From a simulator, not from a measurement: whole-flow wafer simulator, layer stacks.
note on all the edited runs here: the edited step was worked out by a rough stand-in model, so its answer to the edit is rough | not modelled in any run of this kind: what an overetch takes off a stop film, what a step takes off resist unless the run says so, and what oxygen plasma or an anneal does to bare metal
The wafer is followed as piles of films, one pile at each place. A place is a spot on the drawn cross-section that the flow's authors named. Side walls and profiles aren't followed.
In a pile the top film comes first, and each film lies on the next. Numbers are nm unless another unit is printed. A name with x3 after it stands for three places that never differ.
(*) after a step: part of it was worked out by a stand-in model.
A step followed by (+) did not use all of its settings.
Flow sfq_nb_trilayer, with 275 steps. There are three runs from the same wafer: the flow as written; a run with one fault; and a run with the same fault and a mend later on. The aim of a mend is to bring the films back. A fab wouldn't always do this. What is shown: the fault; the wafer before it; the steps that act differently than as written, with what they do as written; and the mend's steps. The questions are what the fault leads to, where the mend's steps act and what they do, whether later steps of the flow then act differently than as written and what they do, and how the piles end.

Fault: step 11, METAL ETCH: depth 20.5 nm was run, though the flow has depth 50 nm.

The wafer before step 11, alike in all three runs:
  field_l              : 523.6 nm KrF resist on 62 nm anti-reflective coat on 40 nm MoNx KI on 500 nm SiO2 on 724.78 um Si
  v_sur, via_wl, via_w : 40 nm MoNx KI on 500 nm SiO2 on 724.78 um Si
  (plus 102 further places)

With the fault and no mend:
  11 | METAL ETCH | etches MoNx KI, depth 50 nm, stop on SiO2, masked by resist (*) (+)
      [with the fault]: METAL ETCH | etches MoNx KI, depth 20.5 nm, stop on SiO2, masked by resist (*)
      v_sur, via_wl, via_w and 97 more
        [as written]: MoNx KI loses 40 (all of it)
        [with the fault]: MoNx KI loses 20.5
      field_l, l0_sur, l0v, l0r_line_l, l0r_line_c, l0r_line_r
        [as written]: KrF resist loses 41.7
        [with the fault]: KrF resist loses 17.1
  Steps later in the flow that act otherwise than as written (not shown: 8 more steps that differ only slightly, by at most 2% or 0.5 nm, whichever is larger):
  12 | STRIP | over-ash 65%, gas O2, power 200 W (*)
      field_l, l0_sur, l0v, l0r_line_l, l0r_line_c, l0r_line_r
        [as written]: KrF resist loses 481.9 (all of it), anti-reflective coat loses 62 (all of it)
        [with the fault]: KrF resist loses 506.5 (all of it), anti-reflective coat loses 62 (all of it)
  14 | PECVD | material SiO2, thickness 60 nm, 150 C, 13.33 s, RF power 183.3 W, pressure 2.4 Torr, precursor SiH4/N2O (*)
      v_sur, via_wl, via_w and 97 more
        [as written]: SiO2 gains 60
        [with the fault]: SiO2 gains 60 (new film)
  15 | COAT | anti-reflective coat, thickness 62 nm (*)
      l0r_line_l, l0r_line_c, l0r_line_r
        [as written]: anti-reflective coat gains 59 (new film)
        [with the fault]: anti-reflective coat gains 60.3 (new film)
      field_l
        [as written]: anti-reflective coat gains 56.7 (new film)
        [with the fault]: anti-reflective coat gains 59 (new film)
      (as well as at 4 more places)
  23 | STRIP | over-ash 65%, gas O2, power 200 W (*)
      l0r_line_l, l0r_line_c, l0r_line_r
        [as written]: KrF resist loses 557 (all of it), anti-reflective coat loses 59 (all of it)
        [with the fault]: KrF resist loses 558.4 (all of it), anti-reflective coat loses 60.3 (all of it)
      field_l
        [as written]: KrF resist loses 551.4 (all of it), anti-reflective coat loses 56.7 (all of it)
        [with the fault]: KrF resist loses 555.6 (all of it), anti-reflective coat loses 59 (all of it)
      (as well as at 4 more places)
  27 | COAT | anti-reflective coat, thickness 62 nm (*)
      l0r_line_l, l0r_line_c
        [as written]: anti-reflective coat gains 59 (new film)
        [with the fault]: anti-reflective coat gains 60.3 (new film)
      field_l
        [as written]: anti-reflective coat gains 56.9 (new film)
        [with the fault]: anti-reflective coat gains 59.2 (new film)
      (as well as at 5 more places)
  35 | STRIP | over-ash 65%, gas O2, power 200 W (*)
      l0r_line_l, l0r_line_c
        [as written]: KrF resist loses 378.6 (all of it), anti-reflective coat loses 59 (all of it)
        [with the fault]: KrF resist loses 380.5 (all of it), anti-reflective coat loses 60.3 (all of it)
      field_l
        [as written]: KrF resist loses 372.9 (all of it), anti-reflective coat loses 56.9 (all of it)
        [with the fault]: KrF resist loses 377.5 (all of it), anti-reflective coat loses 59.2 (all of it)
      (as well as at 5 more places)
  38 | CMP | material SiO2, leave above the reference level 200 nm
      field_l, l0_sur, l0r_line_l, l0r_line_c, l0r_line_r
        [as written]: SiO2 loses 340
        [with the fault]: SiO2 loses 320.5
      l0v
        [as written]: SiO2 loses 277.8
        [with the fault]: SiO2 loses 258.3
  The piles end different from the flow's at v_sur, via_wl, via_w and 97 more by more than 2% or 0.5 nm, whichever is larger.
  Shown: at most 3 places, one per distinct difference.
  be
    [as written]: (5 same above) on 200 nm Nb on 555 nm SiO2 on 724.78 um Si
    [with the fault]: (5 same above) on 200 nm Nb on 55 nm SiO2 on 19.5 nm MoNx KI on 500 nm SiO2 on 724.78 um Si
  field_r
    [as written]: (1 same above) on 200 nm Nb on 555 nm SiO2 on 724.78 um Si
    [with the fault]: (1 same above) on 200 nm Nb on 55 nm SiO2 on 19.5 nm MoNx KI on 500 nm SiO2 on 724.78 um Si
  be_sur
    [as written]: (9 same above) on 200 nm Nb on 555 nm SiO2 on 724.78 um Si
    [with the fault]: (9 same above) on 200 nm Nb on 55 nm SiO2 on 19.5 nm MoNx KI on 500 nm SiO2 on 724.78 um Si

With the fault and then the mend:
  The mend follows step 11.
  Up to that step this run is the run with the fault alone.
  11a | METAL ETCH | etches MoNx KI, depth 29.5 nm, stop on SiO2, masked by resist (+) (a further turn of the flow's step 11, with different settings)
      v_sur, via_wl, via_w and 97 more
        MoNx KI loses 19.5 (all of it)
      field_l, l0_sur, l0v, l0r_line_l, l0r_line_c, l0r_line_r
        KrF resist loses 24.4
  Every later step of the flow that is run acts as written, at every place that is followed, to within 2% or 0.5 nm, whichever is larger.
  By the end, the piles equal the flow's at every place that both follow.
